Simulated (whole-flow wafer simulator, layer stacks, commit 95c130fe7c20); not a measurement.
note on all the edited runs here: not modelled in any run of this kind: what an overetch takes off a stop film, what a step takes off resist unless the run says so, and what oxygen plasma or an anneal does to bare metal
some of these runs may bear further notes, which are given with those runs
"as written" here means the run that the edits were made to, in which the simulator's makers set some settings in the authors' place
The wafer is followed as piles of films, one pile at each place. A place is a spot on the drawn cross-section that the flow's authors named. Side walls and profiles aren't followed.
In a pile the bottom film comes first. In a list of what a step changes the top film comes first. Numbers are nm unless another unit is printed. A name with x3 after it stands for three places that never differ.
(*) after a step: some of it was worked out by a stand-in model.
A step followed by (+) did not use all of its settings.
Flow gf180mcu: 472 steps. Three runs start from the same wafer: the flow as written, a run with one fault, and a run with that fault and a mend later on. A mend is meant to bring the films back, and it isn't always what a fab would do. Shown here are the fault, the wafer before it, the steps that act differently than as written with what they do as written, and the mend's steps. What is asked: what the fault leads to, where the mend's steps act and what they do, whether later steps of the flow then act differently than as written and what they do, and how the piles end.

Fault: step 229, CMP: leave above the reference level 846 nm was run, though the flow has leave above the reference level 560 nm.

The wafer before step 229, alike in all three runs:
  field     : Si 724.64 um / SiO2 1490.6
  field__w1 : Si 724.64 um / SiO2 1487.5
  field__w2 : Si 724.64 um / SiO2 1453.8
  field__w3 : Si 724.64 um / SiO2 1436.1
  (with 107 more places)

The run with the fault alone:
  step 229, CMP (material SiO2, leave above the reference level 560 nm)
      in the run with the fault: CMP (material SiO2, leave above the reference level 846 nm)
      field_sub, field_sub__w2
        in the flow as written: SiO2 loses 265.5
        in the run with the fault: nothing
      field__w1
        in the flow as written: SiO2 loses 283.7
        in the run with the fault: nothing
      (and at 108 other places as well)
  Later steps of the flow acting differently than as written (not shown: 8 more steps that differ only slightly, by at most 2% or 0.5 nm, whichever is larger):
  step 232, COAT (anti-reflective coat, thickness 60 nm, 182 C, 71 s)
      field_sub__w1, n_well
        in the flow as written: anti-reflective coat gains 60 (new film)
        in the run with the fault: anti-reflective coat gains 57.2 (new film)
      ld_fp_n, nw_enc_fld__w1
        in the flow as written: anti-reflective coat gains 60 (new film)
        in the run with the fault: anti-reflective coat gains 55.7 (new film)
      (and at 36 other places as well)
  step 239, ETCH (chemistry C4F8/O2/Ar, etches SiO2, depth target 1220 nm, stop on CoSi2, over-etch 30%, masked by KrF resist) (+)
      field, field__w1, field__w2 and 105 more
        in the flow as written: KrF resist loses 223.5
        in the run with the fault: KrF resist loses 244
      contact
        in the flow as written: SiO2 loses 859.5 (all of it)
        in the run with the fault: SiO2 loses 1142.8 (all of it)
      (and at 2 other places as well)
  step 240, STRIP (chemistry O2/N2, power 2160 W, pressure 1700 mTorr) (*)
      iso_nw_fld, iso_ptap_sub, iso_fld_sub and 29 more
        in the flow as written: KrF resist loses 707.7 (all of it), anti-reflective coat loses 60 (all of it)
        in the run with the fault: KrF resist loses 687.2 (all of it), anti-reflective coat loses 60 (all of it)
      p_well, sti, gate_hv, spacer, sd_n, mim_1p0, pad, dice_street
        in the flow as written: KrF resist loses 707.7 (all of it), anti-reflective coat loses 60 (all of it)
        in the run with the fault: KrF resist loses 686.2 (all of it), anti-reflective coat loses 59.3 (all of it)
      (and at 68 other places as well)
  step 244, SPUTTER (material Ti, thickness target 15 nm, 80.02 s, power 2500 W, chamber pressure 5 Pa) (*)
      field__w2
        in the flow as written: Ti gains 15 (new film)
        in the run with the fault: Ti gains 14.1 (new film)
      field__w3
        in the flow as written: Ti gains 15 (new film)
        in the run with the fault: Ti gains 14.2 (new film)
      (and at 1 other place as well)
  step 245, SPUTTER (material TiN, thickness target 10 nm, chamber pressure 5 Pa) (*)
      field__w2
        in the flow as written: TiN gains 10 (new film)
        in the run with the fault: TiN gains 9.35 (new film)
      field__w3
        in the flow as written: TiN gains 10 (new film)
        in the run with the fault: TiN gains 9.48 (new film)
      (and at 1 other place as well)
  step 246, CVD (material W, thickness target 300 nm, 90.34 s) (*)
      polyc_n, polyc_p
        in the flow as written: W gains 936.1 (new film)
        in the run with the fault: W gains 1222.1 (new film)
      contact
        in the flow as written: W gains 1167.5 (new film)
        in the run with the fault: W gains 1445.3 (new film)
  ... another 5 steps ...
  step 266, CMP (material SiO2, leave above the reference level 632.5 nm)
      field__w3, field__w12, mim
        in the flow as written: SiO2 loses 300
        in the run with the fault: SiO2 loses 287.7
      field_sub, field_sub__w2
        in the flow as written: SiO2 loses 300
        in the run with the fault: SiO2 loses 283.2
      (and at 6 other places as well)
  At field, field__w1, field__w2 and 109 more, the piles at the end differ from the flow's by more than 2% or 0.5 nm, whichever is larger.
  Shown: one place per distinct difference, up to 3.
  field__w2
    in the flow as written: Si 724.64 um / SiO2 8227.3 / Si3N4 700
    in the run with the fault: Si 724.64 um / SiO2 1450.4 / Ti 14.1 / TiN 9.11 / SiO2 7039.4 / Si3N4 700
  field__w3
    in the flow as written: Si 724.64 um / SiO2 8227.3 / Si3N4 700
    in the run with the fault: Si 724.64 um / SiO2 1432.6 / Ti 14.2 / TiN 9.48 / W 14.1 / SiO2 7042.5 / Si3N4 700
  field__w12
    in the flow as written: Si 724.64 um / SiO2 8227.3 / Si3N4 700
    in the run with the fault: Si 724.64 um / SiO2 1432.4 / Ti 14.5 / TiN 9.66 / W 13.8 / SiO2 7042.5 / Si3N4 700

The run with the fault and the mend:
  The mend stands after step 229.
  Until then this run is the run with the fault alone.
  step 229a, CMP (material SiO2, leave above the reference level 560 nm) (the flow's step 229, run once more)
      field, field__w5, field__w7 and 86 more
        SiO2 loses 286
      field_sub, field_sub__w2
        SiO2 loses 265.5
      field__w1
        SiO2 loses 283.7
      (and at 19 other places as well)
  Every later step of the flow that is run acts as written at every place that is followed.
  At every place that both follow, the piles at the end match the flow's.
